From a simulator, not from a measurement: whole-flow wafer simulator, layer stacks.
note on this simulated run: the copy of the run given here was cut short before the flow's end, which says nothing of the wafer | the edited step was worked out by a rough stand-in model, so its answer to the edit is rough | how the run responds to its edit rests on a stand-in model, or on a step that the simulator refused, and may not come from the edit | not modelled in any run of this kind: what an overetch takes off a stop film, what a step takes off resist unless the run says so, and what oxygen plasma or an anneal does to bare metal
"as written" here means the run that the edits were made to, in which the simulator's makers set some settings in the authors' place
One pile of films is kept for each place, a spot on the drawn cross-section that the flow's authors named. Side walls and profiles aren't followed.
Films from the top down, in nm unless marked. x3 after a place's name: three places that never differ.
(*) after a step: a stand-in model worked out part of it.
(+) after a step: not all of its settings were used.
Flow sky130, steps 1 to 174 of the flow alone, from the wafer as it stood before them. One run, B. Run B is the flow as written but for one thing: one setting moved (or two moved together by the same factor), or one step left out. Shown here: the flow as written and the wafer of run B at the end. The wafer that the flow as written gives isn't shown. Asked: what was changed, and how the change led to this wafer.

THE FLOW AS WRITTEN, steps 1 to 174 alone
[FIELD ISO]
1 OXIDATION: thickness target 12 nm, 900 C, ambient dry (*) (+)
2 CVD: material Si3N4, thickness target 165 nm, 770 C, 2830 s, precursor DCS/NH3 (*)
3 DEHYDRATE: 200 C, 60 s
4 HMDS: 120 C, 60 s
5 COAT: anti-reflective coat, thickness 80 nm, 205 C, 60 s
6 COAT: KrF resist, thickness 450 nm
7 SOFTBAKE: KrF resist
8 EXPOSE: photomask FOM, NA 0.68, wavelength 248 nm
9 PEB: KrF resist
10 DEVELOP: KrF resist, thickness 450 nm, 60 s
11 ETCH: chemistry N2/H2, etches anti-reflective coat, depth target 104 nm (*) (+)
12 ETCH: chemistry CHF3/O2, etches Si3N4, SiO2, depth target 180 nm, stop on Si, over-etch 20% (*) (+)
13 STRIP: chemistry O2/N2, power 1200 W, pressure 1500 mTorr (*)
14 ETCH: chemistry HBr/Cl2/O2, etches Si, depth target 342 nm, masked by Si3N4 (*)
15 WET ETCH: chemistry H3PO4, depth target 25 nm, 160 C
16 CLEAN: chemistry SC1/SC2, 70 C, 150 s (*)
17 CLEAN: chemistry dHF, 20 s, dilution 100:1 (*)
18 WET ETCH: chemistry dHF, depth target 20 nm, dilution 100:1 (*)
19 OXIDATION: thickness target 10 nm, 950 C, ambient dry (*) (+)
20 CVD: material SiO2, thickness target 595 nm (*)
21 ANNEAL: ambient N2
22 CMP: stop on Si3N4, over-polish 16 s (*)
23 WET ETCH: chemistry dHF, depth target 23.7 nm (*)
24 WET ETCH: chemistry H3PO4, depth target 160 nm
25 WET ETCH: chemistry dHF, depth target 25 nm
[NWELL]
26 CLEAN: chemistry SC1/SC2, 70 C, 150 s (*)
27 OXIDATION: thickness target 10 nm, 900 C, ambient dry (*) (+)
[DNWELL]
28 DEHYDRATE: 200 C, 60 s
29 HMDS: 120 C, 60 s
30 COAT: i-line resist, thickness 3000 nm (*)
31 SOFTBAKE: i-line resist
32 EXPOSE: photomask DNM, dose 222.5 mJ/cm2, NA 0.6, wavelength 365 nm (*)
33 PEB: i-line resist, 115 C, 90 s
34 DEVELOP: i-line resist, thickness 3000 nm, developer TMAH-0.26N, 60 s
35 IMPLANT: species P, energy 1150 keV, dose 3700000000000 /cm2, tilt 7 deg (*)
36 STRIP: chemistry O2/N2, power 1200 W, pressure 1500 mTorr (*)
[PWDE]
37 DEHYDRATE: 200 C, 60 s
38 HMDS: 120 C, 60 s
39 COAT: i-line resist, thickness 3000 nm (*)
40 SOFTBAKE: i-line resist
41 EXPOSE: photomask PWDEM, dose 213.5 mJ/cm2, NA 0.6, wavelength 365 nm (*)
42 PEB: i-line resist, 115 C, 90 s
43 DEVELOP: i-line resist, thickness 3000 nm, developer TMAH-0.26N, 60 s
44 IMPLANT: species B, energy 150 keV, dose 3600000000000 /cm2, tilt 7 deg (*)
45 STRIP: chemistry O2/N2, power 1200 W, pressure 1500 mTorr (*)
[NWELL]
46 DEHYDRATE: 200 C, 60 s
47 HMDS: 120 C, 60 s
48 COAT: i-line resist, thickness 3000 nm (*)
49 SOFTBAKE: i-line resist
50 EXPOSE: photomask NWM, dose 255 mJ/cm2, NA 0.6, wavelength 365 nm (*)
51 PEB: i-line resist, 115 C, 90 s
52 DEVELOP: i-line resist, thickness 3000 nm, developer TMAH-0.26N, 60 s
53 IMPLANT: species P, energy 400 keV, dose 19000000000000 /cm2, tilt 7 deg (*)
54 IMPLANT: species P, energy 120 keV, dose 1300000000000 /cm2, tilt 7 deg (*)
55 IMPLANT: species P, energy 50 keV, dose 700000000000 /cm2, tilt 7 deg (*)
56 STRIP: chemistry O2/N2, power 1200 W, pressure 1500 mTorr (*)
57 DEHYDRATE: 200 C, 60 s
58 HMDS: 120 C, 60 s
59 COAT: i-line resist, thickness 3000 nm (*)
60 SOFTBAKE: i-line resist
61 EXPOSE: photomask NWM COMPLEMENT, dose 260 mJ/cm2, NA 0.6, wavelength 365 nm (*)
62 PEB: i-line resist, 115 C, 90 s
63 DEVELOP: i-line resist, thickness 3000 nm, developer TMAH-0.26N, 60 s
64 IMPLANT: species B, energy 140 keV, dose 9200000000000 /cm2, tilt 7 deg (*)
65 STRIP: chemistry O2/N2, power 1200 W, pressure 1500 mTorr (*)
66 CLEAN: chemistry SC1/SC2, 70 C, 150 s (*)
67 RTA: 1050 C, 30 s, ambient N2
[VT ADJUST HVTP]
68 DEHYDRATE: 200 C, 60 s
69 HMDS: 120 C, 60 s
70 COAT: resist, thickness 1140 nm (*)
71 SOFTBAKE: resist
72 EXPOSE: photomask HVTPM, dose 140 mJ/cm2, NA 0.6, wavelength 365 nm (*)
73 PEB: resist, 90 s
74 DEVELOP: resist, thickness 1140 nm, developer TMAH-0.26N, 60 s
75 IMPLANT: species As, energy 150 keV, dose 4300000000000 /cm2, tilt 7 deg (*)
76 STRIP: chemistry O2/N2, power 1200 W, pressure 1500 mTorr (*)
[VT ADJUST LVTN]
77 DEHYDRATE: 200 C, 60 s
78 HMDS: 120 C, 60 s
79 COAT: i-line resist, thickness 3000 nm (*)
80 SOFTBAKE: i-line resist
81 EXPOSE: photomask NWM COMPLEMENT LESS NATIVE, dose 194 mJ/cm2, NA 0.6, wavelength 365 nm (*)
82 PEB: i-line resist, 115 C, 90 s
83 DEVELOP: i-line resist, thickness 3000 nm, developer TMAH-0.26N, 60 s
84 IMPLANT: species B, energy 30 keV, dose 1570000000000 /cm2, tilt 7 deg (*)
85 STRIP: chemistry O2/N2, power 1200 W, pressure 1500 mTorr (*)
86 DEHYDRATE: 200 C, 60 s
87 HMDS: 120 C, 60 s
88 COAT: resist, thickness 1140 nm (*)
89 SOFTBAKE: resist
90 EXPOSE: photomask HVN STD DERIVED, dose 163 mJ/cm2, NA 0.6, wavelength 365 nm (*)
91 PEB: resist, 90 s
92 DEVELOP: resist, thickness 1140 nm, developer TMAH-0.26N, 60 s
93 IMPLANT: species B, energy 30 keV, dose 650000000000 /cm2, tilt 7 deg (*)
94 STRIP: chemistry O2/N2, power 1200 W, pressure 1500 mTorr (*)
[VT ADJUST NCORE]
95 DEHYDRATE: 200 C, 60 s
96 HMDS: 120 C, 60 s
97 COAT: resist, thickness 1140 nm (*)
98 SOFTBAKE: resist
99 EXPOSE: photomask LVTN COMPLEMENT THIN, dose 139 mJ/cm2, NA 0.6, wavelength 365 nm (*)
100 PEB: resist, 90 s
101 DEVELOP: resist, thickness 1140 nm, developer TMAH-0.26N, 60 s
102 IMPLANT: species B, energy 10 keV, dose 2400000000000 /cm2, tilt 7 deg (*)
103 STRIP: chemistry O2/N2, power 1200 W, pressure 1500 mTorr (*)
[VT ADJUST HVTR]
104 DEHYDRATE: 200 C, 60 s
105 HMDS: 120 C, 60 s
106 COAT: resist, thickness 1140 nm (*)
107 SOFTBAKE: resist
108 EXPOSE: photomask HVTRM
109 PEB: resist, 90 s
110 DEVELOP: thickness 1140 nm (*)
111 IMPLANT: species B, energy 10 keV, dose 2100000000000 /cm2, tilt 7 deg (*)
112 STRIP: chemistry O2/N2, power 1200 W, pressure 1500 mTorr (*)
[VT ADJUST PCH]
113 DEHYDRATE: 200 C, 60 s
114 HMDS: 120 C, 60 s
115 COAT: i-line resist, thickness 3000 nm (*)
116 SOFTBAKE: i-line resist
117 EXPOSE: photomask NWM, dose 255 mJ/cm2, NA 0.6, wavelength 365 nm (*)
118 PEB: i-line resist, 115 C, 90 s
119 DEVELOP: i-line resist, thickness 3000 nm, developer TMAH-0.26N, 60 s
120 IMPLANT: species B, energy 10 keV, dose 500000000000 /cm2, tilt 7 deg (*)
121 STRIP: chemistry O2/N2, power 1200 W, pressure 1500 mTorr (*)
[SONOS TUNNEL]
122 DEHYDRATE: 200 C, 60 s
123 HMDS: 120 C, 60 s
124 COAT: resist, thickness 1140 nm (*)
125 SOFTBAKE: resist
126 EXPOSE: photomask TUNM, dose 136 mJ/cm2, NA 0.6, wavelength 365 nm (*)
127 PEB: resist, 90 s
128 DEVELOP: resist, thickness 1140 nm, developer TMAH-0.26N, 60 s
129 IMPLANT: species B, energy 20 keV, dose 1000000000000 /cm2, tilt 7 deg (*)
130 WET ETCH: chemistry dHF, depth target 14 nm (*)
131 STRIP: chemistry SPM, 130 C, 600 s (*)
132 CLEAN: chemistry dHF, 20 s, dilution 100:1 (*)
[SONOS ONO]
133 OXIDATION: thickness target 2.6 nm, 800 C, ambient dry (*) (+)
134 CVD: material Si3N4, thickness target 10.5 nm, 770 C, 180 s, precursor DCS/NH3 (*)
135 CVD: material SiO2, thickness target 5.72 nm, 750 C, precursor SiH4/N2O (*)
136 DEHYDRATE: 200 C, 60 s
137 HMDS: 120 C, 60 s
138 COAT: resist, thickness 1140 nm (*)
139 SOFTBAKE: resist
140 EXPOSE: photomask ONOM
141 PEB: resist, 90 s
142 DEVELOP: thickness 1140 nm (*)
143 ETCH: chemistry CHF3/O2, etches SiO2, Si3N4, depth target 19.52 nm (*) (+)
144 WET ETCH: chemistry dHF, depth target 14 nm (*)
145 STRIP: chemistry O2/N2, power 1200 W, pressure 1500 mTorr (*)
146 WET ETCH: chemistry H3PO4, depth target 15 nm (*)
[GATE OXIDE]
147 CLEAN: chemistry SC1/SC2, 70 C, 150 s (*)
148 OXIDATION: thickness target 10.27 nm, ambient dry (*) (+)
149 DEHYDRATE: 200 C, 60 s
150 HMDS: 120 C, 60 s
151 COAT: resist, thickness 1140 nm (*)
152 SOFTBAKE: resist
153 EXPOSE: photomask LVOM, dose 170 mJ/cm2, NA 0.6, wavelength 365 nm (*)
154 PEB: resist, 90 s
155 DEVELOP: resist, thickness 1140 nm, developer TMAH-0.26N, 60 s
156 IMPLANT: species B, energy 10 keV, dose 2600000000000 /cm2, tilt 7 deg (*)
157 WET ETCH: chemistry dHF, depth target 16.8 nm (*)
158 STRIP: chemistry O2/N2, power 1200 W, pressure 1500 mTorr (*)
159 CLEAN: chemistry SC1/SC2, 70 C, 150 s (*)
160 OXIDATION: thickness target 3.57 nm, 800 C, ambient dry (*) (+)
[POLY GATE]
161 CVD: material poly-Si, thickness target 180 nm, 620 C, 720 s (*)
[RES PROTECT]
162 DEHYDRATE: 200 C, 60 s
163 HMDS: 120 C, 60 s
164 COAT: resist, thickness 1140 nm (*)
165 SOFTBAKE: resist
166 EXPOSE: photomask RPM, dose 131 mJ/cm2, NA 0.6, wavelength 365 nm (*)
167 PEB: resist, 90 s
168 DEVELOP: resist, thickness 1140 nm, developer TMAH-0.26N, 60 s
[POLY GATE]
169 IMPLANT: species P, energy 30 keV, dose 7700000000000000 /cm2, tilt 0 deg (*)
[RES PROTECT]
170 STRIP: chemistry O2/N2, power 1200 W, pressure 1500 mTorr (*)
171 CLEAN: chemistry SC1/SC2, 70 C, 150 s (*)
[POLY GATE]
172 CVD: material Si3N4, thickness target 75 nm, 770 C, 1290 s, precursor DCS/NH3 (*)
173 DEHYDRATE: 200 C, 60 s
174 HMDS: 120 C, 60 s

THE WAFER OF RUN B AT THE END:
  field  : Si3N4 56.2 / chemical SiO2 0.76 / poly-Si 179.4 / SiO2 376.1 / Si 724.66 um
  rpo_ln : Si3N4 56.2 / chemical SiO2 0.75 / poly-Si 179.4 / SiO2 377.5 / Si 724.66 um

The cause: step 172, CVD: 752 C was run, where the flow has 770 C.

How the change led to this, step by step:
  172 CVD: material Si3N4, thickness target 75 nm, 770 C, 1290 s, precursor DCS/NH3 (*)
      field, active, n_well and 187 more: Si3N4 +56.2 (new film) (as written it would be: Si3N4 +75 (new film))
